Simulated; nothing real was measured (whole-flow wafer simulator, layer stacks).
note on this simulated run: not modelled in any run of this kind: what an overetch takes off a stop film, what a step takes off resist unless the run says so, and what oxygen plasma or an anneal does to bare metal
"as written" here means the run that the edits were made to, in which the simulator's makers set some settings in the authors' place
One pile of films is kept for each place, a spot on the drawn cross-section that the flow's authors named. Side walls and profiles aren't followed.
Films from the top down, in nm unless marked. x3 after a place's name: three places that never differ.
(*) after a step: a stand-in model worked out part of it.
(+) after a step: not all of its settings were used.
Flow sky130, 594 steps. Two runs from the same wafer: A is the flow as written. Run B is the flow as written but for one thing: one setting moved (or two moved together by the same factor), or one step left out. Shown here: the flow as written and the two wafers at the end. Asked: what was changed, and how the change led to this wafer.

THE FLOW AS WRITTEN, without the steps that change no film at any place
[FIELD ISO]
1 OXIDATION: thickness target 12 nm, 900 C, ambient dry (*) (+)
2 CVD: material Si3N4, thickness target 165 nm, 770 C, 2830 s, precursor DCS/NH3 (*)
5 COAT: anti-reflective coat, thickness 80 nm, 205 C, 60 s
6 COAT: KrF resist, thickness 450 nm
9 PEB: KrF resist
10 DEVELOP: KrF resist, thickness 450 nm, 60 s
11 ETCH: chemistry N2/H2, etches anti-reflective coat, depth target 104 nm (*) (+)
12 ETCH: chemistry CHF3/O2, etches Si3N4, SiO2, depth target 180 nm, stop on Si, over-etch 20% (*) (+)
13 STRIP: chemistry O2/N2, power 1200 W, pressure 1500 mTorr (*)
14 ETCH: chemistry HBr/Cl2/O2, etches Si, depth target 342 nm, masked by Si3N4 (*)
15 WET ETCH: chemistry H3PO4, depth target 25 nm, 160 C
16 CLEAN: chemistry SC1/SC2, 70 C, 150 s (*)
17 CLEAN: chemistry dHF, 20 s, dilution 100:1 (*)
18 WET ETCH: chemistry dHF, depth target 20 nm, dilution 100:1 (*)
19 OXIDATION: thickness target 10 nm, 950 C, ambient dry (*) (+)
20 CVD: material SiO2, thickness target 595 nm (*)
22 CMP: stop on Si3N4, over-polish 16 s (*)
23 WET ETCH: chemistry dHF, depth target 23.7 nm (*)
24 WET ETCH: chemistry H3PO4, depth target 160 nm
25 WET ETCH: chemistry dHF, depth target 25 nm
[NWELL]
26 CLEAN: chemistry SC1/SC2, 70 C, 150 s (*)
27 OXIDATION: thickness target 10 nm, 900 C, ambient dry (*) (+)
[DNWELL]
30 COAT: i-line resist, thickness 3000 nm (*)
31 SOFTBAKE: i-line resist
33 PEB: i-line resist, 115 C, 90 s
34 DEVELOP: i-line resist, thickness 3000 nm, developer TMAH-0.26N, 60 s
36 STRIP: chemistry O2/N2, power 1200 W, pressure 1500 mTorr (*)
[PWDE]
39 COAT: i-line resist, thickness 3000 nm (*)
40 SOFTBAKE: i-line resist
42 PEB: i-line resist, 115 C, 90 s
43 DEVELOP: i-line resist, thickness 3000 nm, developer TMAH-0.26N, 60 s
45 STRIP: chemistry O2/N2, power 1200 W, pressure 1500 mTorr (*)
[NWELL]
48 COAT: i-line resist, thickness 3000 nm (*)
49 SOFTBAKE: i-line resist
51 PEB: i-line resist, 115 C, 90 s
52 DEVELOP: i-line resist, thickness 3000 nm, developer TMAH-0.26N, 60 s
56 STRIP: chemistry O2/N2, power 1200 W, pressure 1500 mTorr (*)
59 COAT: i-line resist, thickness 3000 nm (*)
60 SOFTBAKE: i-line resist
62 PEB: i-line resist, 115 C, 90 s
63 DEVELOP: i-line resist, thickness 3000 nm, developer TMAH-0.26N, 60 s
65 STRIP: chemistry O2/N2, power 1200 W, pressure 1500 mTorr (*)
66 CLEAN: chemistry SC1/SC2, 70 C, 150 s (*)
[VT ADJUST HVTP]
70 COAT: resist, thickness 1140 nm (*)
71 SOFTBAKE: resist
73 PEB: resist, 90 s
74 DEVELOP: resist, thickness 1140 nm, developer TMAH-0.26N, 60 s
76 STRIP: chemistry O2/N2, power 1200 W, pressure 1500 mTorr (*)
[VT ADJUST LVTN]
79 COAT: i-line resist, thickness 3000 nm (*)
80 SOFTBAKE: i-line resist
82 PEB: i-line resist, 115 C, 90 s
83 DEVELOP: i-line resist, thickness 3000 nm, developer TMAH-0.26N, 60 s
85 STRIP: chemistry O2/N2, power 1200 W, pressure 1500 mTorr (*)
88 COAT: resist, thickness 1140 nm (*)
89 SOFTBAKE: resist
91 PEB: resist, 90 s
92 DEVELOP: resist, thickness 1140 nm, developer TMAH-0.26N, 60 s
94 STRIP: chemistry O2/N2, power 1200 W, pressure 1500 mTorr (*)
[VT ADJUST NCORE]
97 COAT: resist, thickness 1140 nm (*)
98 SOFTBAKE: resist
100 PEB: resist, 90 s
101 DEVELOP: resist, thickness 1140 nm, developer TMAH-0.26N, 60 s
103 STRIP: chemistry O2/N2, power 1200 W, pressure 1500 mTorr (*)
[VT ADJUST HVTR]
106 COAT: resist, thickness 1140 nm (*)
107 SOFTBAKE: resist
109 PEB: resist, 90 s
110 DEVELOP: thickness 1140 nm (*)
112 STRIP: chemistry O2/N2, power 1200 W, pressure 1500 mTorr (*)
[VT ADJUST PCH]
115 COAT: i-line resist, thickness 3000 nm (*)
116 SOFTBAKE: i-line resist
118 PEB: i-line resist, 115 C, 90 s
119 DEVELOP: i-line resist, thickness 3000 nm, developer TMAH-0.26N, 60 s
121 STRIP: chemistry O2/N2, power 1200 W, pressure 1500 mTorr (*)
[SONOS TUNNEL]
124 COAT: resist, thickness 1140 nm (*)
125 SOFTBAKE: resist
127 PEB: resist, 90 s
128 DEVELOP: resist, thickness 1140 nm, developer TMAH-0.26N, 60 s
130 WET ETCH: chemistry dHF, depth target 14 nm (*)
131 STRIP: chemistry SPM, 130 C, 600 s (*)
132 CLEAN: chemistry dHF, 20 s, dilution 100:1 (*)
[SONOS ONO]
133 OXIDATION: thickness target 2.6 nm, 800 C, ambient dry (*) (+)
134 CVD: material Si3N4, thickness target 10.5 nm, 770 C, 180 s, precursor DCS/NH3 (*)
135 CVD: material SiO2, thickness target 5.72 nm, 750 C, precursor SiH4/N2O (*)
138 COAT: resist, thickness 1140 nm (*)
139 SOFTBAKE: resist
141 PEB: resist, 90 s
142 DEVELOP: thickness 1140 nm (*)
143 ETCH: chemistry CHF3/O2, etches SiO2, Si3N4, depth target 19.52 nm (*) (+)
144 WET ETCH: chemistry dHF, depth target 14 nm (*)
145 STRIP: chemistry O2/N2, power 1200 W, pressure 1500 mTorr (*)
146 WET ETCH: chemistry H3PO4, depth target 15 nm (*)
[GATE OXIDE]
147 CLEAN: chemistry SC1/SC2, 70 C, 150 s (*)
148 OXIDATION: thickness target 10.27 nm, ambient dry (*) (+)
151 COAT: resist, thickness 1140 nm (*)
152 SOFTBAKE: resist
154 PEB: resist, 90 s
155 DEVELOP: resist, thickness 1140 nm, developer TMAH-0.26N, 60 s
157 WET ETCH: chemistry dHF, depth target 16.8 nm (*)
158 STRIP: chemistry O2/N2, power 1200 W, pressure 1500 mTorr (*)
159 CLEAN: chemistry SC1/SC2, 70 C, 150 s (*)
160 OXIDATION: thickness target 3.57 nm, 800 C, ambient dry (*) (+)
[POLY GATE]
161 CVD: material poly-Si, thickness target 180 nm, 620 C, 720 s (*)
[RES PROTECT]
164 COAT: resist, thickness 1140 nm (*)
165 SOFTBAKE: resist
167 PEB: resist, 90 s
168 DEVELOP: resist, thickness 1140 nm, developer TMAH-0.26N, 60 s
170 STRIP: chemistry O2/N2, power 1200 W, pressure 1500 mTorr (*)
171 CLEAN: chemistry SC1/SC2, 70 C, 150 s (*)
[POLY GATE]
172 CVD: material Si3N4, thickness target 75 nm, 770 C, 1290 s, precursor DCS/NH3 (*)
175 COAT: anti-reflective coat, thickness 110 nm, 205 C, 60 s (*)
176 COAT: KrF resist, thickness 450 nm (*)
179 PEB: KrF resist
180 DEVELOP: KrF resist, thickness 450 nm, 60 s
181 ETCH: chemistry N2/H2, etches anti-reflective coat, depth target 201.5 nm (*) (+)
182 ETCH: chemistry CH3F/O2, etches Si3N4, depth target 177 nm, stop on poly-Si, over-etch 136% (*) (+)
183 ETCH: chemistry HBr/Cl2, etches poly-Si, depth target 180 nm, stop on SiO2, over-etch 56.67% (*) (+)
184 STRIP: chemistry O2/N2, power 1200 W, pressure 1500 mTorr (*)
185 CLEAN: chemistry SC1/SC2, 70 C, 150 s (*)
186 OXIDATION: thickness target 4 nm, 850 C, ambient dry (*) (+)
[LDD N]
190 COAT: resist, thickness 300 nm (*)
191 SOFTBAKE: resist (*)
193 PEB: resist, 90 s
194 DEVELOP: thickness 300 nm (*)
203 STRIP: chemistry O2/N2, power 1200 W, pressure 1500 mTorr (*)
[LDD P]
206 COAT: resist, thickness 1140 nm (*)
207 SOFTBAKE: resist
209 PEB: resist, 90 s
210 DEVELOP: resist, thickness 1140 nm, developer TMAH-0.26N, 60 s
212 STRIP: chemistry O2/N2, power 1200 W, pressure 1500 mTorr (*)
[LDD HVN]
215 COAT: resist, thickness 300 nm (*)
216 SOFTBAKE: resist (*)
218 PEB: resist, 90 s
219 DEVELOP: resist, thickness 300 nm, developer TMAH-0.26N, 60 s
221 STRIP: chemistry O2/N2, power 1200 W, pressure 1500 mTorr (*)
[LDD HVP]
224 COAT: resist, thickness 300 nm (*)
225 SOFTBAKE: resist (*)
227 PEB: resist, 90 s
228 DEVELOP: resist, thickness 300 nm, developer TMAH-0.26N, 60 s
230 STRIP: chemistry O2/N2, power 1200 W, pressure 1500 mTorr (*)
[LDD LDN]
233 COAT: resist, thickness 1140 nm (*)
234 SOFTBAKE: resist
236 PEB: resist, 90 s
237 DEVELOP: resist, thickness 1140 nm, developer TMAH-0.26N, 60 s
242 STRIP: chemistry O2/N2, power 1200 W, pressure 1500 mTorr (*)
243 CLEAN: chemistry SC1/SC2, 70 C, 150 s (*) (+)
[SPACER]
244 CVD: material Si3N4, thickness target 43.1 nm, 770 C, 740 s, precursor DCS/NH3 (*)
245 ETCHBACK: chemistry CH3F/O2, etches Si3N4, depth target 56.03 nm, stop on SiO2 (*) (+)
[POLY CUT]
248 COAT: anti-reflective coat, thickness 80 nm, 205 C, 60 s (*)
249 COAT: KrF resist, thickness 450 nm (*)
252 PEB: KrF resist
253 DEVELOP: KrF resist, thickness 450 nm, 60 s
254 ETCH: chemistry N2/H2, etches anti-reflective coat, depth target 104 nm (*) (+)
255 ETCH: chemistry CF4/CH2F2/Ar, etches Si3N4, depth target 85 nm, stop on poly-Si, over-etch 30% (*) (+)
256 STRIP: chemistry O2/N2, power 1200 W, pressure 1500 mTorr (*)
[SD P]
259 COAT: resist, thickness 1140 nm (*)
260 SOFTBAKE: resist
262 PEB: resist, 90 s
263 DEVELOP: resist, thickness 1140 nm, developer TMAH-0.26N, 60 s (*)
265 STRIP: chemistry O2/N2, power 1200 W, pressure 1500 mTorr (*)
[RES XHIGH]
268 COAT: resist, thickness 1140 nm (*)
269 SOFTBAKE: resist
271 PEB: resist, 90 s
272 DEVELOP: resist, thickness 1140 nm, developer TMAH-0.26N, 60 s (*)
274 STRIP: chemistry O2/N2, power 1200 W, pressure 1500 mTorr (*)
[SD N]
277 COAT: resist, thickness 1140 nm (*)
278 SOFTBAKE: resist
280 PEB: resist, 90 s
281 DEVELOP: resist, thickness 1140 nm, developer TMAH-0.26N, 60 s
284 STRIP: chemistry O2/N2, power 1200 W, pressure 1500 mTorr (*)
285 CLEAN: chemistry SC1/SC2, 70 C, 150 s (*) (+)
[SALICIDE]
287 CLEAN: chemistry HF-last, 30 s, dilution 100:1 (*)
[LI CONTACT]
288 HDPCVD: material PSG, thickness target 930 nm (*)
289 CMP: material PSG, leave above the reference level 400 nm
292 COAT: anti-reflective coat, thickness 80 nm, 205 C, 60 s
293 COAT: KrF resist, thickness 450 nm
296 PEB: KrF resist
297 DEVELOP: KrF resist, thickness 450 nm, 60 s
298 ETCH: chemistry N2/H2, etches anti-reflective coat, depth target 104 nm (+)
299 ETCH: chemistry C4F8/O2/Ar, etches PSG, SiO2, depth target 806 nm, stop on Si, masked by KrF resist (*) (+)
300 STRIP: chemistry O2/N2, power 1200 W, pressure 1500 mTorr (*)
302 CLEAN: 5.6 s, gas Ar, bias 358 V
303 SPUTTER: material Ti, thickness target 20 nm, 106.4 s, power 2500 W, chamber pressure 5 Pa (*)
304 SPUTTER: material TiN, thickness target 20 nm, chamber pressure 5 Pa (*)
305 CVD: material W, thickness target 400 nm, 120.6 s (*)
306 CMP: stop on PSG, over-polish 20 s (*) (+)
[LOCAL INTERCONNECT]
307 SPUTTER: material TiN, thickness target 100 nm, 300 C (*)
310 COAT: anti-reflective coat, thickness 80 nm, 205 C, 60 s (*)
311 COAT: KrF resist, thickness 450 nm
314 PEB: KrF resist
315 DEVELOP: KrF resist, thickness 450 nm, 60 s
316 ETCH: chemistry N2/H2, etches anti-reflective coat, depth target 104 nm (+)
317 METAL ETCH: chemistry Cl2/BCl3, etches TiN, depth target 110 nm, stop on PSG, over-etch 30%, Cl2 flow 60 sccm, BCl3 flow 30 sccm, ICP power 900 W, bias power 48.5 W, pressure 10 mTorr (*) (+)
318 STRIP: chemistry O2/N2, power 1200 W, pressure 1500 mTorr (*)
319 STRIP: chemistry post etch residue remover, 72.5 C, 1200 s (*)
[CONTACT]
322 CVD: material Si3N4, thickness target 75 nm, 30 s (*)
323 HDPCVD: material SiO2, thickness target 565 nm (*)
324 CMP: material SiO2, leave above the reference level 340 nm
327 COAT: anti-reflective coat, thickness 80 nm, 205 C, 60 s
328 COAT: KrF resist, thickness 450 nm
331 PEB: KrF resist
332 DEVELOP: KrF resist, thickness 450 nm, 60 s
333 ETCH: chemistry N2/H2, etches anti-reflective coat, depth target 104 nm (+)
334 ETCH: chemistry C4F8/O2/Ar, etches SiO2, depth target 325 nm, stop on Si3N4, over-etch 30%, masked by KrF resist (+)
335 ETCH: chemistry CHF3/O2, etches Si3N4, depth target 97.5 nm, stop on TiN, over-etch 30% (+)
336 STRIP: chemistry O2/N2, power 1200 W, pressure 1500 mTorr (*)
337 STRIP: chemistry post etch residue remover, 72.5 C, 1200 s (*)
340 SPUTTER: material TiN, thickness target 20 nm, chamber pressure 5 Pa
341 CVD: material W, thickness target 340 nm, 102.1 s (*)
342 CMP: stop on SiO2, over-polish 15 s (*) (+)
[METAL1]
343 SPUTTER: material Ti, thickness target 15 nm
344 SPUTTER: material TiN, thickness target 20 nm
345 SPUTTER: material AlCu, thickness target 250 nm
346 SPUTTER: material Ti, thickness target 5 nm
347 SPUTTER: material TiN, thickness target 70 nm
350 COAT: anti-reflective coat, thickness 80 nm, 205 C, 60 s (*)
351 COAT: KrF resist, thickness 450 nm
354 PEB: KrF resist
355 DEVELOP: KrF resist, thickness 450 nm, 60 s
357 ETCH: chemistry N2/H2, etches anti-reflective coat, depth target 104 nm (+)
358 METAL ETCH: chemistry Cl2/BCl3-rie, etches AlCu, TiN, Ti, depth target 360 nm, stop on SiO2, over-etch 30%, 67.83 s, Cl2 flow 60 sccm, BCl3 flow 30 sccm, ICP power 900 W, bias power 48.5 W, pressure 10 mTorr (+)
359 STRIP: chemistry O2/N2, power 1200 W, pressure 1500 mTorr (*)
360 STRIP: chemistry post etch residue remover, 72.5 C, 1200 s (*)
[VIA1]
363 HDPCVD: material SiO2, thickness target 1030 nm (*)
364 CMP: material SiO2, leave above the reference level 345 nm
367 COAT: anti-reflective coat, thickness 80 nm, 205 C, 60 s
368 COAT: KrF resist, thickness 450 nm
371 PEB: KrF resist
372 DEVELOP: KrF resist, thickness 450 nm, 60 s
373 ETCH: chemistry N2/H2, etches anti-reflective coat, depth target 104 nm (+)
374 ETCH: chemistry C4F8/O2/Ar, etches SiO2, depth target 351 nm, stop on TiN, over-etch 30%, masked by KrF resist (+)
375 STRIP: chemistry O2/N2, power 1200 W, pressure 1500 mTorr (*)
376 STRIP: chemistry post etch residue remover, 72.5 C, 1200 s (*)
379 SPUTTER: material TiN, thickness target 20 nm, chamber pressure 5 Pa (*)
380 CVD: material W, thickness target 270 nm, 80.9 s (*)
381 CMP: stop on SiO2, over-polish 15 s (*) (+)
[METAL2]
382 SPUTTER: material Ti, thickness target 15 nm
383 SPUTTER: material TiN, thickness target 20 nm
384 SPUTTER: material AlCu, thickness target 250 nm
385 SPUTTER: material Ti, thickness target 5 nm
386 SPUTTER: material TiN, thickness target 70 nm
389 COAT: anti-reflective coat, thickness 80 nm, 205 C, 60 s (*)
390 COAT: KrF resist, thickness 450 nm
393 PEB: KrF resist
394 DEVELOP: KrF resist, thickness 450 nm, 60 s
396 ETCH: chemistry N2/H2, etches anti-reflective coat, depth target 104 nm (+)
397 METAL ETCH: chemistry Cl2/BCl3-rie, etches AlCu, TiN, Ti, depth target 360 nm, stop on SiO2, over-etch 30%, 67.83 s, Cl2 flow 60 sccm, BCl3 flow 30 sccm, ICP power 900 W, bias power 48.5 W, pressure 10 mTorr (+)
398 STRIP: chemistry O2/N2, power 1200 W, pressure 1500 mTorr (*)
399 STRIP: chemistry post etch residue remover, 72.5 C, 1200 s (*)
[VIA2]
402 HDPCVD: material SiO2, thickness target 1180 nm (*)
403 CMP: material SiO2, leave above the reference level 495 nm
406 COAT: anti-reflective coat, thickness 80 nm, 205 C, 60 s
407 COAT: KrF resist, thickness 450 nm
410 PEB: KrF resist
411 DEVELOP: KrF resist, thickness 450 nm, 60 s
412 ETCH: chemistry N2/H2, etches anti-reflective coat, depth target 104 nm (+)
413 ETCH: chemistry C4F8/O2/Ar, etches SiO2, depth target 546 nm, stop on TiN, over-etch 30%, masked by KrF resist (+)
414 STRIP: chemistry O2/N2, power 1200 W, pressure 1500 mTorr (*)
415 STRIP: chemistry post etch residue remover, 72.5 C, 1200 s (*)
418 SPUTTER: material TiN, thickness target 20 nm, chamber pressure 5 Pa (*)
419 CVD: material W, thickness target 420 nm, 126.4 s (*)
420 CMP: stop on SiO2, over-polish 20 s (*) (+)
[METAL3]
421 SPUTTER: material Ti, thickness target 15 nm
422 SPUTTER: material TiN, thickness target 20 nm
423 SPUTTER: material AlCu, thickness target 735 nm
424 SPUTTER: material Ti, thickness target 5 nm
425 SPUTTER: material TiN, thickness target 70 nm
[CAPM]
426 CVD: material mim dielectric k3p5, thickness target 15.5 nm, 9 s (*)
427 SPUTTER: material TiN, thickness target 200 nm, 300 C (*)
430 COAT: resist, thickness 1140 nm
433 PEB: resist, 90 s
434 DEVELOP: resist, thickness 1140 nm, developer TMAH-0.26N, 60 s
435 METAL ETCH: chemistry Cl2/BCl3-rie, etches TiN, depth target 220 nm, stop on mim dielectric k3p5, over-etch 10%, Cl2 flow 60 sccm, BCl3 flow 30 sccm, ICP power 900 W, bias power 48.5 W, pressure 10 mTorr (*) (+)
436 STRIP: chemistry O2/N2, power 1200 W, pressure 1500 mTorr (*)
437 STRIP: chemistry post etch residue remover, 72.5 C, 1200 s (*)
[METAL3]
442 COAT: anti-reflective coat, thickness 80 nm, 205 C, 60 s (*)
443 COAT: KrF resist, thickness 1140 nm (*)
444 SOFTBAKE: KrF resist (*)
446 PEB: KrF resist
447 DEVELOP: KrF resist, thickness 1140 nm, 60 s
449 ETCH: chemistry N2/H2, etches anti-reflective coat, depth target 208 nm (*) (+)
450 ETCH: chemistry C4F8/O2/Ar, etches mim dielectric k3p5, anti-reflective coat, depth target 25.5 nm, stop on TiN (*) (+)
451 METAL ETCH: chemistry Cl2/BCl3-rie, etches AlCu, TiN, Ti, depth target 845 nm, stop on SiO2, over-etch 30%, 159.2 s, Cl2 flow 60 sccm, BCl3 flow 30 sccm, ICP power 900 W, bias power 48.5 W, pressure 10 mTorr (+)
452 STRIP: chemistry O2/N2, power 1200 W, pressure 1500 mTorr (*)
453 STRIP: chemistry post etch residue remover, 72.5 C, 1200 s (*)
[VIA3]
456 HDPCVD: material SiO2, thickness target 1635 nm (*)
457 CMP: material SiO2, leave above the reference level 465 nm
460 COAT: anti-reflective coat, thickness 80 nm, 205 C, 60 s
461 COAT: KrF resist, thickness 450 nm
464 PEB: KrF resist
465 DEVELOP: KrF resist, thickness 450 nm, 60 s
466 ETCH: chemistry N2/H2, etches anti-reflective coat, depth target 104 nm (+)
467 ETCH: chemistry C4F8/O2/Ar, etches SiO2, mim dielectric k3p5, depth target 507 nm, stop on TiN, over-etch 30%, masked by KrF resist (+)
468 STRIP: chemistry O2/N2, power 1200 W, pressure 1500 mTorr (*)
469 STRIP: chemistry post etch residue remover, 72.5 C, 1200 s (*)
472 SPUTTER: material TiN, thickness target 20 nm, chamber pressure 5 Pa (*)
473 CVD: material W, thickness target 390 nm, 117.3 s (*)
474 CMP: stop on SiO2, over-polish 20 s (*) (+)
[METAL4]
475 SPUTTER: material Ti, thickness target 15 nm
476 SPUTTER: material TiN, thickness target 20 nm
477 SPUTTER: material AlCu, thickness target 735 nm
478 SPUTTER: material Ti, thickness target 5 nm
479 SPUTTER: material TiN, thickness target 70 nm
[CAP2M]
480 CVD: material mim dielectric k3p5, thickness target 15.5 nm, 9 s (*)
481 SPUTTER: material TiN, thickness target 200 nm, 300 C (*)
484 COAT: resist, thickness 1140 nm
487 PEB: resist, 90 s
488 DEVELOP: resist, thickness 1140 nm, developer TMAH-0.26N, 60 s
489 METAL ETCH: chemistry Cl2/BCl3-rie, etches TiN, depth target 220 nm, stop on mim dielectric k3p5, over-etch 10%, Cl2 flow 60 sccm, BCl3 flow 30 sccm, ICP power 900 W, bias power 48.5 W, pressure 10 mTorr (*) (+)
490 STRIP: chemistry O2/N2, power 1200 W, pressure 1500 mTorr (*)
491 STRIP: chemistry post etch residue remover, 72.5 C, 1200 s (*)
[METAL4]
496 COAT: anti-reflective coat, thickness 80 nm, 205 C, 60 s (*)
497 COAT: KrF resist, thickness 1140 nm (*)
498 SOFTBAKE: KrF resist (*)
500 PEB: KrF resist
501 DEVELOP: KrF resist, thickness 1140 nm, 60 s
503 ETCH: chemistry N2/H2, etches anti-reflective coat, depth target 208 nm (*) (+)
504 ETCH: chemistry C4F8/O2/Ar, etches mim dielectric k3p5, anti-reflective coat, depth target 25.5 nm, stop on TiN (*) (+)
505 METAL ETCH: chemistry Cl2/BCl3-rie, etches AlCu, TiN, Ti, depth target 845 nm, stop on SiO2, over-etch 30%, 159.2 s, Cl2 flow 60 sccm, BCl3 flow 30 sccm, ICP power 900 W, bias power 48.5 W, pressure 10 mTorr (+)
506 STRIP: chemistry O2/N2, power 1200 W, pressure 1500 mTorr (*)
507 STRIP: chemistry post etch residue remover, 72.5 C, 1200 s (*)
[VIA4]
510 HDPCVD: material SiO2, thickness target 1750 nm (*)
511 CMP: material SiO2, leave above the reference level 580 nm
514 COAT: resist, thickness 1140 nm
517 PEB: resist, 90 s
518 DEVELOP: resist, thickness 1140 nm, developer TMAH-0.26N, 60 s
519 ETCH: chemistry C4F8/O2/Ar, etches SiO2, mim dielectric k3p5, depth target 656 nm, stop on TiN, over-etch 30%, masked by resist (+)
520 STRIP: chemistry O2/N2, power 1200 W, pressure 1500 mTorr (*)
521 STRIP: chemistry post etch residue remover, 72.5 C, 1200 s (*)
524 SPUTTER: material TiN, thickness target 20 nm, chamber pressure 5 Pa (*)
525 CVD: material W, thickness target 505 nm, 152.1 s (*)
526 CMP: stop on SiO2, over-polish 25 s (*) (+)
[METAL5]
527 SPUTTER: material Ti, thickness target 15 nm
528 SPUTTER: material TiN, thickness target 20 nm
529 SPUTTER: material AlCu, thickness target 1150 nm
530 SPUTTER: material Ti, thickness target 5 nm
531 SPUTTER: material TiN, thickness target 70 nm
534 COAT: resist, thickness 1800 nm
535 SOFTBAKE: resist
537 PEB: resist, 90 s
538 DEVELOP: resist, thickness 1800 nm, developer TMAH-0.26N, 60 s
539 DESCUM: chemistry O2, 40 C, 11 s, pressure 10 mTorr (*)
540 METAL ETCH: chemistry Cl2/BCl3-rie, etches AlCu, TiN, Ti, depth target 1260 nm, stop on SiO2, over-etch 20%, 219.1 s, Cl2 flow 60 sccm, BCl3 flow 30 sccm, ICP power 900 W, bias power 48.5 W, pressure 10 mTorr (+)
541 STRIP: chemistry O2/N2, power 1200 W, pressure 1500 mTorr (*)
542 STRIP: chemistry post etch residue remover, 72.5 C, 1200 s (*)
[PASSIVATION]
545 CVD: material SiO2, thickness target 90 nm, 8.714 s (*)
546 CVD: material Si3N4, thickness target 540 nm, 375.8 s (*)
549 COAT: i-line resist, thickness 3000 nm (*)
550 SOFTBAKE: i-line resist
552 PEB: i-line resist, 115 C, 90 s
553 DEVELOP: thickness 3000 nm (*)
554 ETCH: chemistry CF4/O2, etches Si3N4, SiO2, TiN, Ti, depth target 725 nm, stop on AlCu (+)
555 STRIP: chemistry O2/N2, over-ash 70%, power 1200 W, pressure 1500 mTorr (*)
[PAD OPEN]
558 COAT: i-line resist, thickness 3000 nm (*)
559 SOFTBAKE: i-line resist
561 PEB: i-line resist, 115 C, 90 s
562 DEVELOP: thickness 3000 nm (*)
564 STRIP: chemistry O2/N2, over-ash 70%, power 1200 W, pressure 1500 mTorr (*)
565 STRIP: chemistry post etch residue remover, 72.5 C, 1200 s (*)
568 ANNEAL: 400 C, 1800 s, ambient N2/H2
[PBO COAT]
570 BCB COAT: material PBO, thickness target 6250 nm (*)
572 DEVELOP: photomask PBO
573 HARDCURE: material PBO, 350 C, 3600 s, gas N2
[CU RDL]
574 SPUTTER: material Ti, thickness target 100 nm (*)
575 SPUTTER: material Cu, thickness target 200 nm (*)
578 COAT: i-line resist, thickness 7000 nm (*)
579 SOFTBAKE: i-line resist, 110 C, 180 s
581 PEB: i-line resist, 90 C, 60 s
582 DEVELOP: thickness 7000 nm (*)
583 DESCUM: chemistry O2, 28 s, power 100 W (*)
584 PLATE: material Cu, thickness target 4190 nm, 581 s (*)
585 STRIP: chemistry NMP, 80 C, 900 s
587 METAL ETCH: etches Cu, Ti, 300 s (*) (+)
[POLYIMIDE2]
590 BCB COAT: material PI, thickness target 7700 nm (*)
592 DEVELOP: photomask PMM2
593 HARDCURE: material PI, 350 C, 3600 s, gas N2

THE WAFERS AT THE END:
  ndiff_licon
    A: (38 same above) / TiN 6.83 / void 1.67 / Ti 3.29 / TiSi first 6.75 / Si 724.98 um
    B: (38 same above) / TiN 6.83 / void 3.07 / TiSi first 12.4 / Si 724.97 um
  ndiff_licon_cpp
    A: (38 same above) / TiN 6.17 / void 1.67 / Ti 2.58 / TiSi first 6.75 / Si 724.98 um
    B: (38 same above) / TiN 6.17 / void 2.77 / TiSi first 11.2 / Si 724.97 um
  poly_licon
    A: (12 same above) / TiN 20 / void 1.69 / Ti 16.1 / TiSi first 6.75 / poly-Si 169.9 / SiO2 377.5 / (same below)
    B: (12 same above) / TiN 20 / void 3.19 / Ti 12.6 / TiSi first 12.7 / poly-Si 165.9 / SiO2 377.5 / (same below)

The cause: step 568, ANNEAL: 435 C was run, where the flow has 400 C.

How the change led to this, step by step:
  568 ANNEAL: 400 C, 1800 s, ambient N2/H2
      ndiff_licon: A under 37 films: void +1.52 (new film), Ti -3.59, TiSi first +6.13 (new film), Si -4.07 | B under 37 films: void +3.07 (new film), TiSi first +12.4 (new film), Ti -7.24 (all of it), Si -8.21
      ndiff_licon_cpp: A under 37 films: void +1.52 (new film), Ti -3.59, TiSi first +6.13 (new film), Si -4.07 | B under 37 films: void +2.77 (new film), TiSi first +11.2 (new film), Ti -6.53 (all of it), Si -7.41
      (and at 2 more places)
Counting metal films that touch as one body, ndiff_licon has 5 bodies (between them, from the top down: SiO2 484 / mim dielectric k3p5 15.5; SiO2 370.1 / mim dielectric k3p5 15.5; SiO2 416; SiO2 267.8); the flow as written gives 6 bodies (between them, from the top down: SiO2 484 / mim dielectric k3p5 15.5; SiO2 370.1 / mim dielectric k3p5 15.5; SiO2 416; SiO2 267.8; void 1.67).
Counting metal films that touch as one body, ndiff_licon_cpp has 5 bodies (between them, from the top down: SiO2 484 / mim dielectric k3p5 15.5; SiO2 370.1 / mim dielectric k3p5 15.5; SiO2 416; SiO2 267.8); the flow as written gives 6 bodies (between them, from the top down: SiO2 484 / mim dielectric k3p5 15.5; SiO2 370.1 / mim dielectric k3p5 15.5; SiO2 416; SiO2 267.8; void 1.67).
